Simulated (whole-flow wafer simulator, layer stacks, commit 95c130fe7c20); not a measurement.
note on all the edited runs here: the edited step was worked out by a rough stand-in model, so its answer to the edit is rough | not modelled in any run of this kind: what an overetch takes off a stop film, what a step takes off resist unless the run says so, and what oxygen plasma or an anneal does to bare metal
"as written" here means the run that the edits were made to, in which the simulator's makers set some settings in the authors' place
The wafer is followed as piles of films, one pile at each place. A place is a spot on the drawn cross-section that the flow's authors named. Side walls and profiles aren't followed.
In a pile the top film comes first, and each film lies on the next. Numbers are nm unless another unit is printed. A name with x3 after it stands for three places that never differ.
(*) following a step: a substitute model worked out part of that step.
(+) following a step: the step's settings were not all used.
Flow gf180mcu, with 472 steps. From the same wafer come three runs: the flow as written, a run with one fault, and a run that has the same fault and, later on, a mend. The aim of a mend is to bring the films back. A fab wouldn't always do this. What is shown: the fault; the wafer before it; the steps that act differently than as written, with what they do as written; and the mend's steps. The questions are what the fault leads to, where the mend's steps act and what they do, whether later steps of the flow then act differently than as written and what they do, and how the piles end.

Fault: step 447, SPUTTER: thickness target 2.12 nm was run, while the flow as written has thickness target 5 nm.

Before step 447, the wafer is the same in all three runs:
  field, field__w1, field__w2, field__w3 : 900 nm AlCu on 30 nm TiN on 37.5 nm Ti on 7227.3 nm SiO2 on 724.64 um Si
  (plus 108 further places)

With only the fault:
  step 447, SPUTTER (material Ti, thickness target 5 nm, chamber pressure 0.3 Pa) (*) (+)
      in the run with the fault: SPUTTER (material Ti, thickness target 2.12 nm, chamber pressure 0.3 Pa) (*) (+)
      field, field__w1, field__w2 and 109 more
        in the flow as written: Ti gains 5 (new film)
        in the run with the fault: Ti gains 2.12 (new film)
  Steps later in the flow that act otherwise than as written (4 more steps, not shown, differ only slightly: by at most 2% or 0.5 nm, whichever is larger):
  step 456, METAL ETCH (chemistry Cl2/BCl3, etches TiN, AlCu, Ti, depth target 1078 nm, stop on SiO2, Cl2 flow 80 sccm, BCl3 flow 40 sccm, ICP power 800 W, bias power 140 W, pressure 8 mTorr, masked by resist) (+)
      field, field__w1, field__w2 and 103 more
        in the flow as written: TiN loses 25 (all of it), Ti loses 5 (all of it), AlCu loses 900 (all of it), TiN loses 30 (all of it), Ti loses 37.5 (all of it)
        in the run with the fault: TiN loses 25 (all of it), Ti loses 2.12 (all of it), AlCu loses 900 (all of it), TiN loses 30 (all of it), Ti loses 37.5 (all of it)
  The piles end different from the flow's at field__w8, contact, m1, m1__w1, pad, m1_nw by more than 2% or 0.5 nm, whichever is larger.
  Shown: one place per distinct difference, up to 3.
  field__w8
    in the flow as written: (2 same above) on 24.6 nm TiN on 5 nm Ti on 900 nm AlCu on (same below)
    in the run with the fault: (2 same above) on 24.6 nm TiN on 2.12 nm Ti on 900 nm AlCu on (same below)
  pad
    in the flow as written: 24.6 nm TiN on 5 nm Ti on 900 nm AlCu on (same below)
    in the run with the fault: 24.6 nm TiN on 2.12 nm Ti on 900 nm AlCu on (same below)

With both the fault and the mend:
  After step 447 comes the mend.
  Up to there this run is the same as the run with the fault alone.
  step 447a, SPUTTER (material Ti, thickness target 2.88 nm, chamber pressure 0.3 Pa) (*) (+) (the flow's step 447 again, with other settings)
      field, field__w1, field__w2 and 109 more
        Ti gains 2.88
  None of the later steps of the flow acts differently than as written at any place that is followed.
  By the end, the piles equal the flow's at every place that both follow.
